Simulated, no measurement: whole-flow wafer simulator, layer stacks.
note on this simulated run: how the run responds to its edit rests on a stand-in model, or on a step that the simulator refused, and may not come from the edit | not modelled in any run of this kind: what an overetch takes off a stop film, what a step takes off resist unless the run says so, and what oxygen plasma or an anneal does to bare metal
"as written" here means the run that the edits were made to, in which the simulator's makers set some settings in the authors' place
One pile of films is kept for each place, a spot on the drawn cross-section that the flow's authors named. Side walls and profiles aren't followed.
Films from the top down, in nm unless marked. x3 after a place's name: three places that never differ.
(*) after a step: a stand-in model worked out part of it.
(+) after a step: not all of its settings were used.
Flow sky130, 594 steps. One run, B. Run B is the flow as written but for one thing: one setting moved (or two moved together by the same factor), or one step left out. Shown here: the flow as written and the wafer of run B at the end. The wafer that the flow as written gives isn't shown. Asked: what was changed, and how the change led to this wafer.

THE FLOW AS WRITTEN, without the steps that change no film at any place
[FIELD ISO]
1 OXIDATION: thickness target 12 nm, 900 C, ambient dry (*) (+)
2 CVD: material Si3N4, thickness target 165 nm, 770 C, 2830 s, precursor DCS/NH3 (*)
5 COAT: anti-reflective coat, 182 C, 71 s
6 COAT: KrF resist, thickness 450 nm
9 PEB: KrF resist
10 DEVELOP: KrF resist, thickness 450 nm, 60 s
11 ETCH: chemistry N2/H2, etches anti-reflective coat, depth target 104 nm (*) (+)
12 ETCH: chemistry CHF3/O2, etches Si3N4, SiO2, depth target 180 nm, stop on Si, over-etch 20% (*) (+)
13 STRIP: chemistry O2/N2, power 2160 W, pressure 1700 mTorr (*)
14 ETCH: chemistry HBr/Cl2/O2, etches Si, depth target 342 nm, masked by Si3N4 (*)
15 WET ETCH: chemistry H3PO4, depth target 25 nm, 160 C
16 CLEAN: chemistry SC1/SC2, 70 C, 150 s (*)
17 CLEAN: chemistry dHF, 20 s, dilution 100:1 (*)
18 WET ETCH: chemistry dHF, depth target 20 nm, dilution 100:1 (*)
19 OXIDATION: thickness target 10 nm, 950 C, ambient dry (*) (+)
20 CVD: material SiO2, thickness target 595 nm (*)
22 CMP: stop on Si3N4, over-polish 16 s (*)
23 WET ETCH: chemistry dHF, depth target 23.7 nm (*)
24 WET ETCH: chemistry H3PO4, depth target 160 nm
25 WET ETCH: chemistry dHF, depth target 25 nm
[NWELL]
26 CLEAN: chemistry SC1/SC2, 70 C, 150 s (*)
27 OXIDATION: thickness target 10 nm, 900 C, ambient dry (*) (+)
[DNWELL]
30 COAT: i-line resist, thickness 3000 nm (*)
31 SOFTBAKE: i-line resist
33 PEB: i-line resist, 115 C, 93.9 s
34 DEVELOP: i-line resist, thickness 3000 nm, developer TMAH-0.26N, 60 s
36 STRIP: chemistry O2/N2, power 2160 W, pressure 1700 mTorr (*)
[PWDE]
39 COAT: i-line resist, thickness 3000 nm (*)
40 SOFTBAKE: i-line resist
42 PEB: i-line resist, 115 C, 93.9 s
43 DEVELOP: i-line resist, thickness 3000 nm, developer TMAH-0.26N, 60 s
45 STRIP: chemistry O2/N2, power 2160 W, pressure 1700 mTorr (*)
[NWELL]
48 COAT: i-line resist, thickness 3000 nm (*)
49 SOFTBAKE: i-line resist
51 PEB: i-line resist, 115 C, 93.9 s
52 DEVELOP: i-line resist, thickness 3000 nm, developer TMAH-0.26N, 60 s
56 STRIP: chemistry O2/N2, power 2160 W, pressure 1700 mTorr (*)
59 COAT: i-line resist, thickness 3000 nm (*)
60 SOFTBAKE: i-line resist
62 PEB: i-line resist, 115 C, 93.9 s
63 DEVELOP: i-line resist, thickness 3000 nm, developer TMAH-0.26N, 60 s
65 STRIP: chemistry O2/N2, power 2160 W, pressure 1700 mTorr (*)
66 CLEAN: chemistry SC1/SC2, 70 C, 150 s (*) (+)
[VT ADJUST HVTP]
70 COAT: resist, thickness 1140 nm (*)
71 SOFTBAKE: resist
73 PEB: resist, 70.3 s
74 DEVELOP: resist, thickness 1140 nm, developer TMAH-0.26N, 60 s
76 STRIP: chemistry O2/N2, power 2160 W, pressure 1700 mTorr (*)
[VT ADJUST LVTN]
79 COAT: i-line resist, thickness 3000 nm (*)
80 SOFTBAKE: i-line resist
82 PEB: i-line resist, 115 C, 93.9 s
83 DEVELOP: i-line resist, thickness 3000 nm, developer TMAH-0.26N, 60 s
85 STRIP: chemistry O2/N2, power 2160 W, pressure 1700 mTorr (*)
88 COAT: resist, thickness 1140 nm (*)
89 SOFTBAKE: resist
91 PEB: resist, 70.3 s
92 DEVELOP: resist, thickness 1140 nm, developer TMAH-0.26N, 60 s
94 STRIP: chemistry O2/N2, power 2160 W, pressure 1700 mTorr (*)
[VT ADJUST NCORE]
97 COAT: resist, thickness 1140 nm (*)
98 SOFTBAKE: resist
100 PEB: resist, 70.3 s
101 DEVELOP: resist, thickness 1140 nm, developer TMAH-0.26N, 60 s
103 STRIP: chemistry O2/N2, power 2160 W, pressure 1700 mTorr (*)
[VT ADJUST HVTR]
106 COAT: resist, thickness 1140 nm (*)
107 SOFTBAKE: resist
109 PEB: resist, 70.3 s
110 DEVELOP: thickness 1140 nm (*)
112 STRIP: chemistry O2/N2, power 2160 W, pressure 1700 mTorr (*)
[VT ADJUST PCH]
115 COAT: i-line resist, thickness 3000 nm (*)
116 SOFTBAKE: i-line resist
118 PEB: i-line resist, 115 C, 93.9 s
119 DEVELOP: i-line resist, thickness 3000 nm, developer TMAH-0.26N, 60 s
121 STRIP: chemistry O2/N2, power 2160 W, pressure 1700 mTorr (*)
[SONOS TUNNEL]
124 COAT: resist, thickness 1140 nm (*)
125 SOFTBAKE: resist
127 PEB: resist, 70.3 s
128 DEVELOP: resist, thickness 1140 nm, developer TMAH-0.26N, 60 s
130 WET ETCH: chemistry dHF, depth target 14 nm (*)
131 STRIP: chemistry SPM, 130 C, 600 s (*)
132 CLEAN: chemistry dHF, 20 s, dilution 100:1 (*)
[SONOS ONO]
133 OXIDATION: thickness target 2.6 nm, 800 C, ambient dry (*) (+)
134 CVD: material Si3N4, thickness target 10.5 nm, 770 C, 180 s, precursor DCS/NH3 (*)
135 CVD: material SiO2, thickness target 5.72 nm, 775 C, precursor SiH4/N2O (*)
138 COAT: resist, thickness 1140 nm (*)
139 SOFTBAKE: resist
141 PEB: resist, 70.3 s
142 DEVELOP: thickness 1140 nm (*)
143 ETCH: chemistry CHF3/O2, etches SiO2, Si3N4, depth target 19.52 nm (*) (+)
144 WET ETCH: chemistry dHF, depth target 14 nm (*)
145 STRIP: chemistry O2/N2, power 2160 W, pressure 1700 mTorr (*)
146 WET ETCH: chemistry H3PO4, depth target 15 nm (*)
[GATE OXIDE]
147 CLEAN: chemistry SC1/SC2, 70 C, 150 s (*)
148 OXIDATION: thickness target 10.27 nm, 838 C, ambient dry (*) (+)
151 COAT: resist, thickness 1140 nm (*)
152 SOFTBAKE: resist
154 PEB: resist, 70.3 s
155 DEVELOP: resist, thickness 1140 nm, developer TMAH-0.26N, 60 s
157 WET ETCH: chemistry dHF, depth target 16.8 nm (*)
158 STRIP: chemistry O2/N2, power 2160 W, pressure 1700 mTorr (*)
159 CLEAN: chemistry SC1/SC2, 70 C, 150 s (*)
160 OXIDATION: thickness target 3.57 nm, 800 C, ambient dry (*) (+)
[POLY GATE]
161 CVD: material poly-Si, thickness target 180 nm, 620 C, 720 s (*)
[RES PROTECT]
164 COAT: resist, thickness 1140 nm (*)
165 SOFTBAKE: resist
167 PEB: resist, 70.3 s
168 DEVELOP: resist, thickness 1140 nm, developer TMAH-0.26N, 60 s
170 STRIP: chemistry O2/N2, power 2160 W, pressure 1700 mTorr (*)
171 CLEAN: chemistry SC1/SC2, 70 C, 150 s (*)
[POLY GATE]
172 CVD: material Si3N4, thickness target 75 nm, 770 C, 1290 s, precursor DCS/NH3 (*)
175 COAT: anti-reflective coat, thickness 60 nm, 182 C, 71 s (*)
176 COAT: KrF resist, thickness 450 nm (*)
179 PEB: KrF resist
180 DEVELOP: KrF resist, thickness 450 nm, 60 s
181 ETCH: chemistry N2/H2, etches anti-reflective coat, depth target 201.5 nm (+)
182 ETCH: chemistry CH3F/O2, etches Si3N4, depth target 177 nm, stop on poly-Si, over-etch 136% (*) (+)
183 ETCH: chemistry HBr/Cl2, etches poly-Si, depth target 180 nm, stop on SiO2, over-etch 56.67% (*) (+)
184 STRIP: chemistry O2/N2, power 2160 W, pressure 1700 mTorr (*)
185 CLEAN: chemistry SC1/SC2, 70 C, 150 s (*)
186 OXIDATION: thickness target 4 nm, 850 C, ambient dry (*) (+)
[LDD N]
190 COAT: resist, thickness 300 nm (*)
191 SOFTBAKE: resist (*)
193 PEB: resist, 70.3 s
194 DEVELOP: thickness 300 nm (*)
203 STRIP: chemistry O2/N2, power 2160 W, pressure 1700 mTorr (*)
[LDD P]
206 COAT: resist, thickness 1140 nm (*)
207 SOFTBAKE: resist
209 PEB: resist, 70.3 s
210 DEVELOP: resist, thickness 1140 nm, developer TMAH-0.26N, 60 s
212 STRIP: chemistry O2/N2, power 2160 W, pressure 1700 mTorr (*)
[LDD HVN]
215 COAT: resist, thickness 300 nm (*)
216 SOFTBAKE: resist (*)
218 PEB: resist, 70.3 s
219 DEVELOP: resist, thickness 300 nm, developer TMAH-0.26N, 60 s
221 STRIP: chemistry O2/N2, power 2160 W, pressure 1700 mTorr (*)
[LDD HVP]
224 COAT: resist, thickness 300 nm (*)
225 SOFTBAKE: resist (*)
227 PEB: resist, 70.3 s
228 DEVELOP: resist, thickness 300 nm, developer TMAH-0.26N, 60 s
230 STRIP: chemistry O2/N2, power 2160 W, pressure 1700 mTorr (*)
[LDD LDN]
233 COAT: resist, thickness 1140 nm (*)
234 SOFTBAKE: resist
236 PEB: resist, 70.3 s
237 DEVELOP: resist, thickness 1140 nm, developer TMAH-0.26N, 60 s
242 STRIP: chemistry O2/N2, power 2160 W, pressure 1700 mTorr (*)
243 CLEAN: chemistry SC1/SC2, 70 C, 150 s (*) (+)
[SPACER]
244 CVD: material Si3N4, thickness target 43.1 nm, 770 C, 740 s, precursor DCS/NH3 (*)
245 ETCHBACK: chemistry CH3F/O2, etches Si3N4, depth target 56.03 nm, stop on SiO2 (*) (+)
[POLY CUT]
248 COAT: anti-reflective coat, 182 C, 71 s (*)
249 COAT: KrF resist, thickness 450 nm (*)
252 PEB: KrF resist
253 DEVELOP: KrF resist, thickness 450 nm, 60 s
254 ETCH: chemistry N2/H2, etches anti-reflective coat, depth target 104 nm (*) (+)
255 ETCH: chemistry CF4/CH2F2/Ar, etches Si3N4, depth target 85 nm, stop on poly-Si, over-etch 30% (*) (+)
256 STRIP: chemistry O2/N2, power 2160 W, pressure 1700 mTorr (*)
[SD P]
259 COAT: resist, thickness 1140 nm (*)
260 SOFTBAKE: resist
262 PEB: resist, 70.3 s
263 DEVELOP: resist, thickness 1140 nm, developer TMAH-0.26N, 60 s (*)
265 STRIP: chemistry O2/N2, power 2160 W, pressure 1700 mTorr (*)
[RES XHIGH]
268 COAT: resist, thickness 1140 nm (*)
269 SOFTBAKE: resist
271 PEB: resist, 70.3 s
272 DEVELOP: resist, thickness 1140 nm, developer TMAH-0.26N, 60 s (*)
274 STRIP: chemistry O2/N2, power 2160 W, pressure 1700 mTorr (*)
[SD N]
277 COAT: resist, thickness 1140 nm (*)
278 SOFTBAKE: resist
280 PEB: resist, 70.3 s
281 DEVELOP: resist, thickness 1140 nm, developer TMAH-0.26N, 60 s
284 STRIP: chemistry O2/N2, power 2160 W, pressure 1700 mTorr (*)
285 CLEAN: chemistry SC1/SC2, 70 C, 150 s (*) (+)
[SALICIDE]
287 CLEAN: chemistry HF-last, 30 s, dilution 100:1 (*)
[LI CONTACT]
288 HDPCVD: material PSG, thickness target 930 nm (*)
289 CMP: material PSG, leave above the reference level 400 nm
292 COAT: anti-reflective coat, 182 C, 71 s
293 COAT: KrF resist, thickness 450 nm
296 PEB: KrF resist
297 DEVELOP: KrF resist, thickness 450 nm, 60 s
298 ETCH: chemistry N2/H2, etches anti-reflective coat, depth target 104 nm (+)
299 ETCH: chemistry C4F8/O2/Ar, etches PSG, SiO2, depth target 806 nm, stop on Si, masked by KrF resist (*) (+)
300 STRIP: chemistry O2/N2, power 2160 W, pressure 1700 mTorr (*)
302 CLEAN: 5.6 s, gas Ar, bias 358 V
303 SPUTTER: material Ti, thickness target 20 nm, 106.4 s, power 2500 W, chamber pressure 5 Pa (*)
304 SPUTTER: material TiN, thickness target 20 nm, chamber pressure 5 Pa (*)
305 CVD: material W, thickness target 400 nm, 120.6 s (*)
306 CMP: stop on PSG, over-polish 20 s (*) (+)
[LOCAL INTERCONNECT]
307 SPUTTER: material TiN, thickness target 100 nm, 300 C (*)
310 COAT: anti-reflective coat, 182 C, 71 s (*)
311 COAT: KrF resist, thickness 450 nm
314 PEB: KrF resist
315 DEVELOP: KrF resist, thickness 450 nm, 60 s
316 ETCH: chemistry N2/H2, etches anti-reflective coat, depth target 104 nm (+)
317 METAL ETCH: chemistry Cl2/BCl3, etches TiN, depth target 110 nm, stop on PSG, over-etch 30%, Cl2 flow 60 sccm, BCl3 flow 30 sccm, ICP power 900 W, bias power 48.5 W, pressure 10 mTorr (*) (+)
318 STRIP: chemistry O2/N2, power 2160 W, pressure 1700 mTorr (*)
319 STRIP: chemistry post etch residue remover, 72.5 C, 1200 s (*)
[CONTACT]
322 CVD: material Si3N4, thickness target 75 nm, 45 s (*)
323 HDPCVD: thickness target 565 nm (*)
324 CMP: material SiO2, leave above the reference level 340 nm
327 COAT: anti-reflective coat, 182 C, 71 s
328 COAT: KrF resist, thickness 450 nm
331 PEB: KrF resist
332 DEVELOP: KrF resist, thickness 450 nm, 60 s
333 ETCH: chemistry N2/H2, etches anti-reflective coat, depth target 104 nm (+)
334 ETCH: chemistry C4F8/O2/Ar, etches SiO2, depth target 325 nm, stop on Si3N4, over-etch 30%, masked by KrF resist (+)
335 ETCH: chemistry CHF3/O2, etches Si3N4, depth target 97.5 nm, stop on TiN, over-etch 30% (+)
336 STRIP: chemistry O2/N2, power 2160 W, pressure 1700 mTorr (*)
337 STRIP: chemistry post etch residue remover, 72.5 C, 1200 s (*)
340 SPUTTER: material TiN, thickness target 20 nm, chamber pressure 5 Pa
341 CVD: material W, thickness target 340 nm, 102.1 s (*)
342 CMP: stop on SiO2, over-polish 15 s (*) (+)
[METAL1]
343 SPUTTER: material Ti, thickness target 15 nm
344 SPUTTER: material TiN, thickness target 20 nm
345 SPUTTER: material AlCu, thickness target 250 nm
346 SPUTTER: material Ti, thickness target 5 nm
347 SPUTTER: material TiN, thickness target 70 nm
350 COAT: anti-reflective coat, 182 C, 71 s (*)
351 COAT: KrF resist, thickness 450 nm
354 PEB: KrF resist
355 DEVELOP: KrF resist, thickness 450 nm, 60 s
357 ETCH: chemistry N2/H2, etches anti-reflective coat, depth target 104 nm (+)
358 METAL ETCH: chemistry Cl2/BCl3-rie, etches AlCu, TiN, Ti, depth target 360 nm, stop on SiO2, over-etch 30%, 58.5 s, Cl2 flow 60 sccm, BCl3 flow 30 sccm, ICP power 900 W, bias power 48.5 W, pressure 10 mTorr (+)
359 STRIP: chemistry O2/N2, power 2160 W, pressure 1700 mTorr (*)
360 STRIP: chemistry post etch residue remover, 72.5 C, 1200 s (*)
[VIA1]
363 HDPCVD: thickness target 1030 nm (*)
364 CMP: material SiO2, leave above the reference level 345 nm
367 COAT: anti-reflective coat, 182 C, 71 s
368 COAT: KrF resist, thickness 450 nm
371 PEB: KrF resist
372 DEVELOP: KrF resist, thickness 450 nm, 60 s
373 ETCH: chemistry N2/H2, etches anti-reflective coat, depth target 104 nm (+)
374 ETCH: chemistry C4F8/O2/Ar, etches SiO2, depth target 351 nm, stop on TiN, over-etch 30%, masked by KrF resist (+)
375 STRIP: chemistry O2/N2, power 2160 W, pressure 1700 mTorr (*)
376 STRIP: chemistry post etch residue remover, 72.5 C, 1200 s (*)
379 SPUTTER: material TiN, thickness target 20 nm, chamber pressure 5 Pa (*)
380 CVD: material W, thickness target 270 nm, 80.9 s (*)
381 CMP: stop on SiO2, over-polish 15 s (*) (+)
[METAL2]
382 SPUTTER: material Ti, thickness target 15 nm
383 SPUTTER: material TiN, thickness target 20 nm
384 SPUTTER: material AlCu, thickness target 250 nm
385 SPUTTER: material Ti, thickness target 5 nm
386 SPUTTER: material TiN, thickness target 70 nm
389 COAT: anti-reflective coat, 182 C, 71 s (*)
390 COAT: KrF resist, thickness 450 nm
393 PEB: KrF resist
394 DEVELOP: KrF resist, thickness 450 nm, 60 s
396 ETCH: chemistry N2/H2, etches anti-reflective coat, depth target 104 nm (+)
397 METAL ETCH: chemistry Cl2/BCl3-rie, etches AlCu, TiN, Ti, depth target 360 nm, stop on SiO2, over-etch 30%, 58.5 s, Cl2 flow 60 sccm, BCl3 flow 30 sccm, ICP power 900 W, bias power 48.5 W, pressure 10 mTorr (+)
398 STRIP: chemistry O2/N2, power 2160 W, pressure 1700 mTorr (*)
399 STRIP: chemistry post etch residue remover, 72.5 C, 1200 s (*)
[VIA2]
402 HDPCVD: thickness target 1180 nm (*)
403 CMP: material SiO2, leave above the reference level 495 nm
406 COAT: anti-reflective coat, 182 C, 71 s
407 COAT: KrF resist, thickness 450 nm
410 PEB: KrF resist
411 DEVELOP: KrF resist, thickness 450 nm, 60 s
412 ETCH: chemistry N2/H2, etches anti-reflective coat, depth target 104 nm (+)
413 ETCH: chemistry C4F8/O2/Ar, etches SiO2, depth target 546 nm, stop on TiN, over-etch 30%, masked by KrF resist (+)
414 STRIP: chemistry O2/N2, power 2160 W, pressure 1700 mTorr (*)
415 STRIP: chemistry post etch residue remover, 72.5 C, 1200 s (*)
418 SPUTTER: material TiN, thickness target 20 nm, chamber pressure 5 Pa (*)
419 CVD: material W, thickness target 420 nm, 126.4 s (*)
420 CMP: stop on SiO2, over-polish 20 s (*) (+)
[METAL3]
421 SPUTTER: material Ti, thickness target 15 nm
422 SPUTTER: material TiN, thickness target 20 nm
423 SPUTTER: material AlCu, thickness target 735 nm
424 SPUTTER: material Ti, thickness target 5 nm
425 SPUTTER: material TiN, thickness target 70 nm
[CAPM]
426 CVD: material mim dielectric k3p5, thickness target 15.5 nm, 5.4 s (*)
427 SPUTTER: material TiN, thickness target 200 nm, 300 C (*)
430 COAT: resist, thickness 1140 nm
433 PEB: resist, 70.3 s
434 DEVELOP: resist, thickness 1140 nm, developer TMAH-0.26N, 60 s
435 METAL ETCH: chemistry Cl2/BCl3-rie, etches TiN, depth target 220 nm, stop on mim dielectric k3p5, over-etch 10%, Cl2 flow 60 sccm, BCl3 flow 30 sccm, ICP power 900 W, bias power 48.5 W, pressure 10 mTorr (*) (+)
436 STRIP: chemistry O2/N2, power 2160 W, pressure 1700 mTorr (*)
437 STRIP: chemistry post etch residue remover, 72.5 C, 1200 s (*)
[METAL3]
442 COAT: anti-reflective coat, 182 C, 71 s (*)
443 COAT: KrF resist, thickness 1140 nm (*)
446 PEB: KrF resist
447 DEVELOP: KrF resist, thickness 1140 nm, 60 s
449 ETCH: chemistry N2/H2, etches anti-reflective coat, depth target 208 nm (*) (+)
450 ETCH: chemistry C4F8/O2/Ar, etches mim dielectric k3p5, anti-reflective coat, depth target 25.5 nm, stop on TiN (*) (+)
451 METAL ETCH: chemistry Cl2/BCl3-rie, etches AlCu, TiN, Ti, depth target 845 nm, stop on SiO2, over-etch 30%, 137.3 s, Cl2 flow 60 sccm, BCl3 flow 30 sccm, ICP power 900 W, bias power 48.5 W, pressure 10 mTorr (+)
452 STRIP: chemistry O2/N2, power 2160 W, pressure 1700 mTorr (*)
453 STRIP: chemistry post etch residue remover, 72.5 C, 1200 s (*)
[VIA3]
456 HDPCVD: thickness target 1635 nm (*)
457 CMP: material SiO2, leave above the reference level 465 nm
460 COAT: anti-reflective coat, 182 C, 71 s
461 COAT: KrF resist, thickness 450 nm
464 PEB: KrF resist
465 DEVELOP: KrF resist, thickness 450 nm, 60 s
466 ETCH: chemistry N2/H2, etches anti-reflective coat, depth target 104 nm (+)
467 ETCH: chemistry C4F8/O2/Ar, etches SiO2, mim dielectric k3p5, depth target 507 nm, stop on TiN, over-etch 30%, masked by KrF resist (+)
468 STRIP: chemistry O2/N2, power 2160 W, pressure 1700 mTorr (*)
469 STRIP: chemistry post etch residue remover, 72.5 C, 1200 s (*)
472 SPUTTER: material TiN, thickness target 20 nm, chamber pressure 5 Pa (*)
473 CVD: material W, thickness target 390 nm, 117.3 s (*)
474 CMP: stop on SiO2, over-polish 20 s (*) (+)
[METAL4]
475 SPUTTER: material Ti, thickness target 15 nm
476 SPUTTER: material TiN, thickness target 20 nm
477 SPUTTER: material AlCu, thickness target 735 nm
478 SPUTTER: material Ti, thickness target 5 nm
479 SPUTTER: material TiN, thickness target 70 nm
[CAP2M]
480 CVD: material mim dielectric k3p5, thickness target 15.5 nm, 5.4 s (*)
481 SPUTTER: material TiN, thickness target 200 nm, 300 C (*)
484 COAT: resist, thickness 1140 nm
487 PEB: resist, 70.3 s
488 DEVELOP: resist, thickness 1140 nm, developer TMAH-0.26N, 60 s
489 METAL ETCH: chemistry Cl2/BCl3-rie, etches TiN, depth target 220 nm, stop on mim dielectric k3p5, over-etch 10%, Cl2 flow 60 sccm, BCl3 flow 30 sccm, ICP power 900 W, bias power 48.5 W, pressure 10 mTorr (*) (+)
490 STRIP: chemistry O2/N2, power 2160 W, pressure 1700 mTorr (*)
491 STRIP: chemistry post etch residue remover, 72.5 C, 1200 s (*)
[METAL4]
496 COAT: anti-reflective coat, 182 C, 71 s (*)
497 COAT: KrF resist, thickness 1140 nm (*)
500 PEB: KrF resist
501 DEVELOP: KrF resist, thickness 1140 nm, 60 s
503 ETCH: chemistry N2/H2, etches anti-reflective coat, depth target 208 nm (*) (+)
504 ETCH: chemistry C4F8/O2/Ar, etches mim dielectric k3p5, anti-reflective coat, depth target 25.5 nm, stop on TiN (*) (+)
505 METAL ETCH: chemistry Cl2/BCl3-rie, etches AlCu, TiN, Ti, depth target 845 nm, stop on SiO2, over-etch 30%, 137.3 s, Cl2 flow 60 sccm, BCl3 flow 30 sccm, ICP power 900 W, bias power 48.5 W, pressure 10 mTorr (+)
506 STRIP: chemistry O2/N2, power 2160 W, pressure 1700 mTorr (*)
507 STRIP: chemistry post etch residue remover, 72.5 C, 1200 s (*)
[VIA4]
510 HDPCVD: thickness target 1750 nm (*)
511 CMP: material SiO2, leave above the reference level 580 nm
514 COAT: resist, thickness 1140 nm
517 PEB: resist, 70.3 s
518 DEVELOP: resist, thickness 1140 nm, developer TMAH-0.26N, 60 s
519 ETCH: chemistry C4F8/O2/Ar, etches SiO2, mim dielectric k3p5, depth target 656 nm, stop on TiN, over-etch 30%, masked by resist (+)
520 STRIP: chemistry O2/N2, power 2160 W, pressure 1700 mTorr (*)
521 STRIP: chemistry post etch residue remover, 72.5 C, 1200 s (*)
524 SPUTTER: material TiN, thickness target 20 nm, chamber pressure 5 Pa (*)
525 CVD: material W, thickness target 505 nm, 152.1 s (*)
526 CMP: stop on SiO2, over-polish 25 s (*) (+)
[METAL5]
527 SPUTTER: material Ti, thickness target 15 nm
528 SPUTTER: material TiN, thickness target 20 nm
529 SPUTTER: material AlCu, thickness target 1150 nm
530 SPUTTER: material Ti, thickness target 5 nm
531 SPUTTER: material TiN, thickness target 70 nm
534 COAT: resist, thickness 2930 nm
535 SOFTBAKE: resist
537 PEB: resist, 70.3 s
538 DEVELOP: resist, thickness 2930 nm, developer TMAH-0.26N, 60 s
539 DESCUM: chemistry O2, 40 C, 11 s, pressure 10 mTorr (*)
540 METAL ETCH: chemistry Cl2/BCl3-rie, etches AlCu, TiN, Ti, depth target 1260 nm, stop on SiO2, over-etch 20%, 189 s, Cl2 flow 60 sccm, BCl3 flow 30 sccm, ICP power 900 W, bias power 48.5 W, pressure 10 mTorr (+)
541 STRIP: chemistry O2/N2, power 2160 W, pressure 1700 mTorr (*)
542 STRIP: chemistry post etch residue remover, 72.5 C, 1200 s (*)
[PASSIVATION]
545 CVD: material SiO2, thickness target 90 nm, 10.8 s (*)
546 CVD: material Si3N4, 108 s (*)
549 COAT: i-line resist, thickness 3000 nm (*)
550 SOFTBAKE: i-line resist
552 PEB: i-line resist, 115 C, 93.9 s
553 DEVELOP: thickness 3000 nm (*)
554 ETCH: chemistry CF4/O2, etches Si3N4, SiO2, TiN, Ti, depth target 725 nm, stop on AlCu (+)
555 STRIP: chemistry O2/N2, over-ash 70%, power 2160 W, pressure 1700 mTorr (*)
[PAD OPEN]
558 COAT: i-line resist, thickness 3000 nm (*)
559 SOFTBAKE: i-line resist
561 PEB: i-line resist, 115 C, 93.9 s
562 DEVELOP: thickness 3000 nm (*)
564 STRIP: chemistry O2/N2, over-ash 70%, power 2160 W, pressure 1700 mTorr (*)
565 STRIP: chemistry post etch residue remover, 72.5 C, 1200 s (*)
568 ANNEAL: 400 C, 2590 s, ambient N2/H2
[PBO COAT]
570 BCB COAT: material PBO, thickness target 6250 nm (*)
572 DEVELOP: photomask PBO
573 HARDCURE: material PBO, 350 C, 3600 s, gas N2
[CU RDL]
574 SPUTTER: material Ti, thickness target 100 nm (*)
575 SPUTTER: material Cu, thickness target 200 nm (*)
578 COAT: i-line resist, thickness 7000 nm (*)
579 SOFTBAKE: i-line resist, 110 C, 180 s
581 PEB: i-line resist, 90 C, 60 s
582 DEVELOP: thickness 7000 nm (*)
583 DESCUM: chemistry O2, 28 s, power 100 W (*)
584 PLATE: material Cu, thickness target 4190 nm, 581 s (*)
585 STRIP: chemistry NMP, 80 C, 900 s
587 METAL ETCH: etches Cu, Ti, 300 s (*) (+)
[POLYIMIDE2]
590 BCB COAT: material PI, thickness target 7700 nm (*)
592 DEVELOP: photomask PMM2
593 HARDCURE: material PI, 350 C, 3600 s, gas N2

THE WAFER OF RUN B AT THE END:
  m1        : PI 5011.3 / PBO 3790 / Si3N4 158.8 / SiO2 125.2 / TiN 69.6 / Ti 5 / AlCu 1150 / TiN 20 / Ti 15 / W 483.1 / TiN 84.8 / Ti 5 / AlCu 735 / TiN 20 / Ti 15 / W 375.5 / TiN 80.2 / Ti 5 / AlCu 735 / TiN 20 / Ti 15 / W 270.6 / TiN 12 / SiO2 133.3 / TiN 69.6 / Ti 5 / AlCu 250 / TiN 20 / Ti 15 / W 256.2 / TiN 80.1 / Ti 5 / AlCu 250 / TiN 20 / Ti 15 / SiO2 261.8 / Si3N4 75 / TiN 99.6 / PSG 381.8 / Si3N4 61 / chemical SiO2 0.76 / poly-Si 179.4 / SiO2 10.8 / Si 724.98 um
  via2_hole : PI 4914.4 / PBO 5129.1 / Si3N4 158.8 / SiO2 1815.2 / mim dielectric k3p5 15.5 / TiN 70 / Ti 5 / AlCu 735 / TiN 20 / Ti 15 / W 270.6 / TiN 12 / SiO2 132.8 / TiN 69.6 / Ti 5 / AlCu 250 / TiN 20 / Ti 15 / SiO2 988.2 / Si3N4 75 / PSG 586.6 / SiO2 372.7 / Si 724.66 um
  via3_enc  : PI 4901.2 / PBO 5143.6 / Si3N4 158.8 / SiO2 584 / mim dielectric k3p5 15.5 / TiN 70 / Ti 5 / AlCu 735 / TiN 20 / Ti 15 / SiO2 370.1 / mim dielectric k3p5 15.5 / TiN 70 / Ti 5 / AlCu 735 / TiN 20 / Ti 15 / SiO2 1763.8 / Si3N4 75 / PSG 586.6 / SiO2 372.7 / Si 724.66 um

The cause: step 413, ETCH: depth target 287 nm was run, where the flow has depth target 546 nm.

How the change led to this, step by step:
  413 ETCH: chemistry C4F8/O2/Ar, etches SiO2, depth target 546 nm, stop on TiN, over-etch 30%, masked by KrF resist (+)
      m1: SiO2 -287 (as written it would be: SiO2 -420.3 (all of it))
      via2_hole: SiO2 -287 (as written it would be: SiO2 -419.8 (all of it))
      (and at 189 more places)
  414 STRIP: chemistry O2/N2, power 2160 W, pressure 1700 mTorr (*)
      field, active, n_well and 186 more: KrF resist -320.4 (all of it), anti-reflective coat -80 (all of it) (as written it would be: KrF resist -268.6 (all of it), anti-reflective coat -80 (all of it))
  418 SPUTTER: material TiN, thickness target 20 nm, chamber pressure 5 Pa (*)
      m1, via2_hole: TiN +12 (new film) (as written it would be: TiN +10.2)
  419 CVD: material W, thickness target 420 nm, 126.4 s (*)
      m1: W +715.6 (new film) (as written it would be: W +851.1 (new film))
      via2_hole: W +715.6 (new film) (as written it would be: W +850.7 (new film))
Counting metal films that touch as one body, m1 has 3 bodies (between them, from the top down: SiO2 133.3; SiO2 261.8 / Si3N4 75); the flow as written gives 2 bodies (between them, from the top down: SiO2 261.8 / Si3N4 75).
Counting metal films that touch as one body, via2_hole has 2 bodies (between them, from the top down: SiO2 132.8); the flow as written gives 1 body.
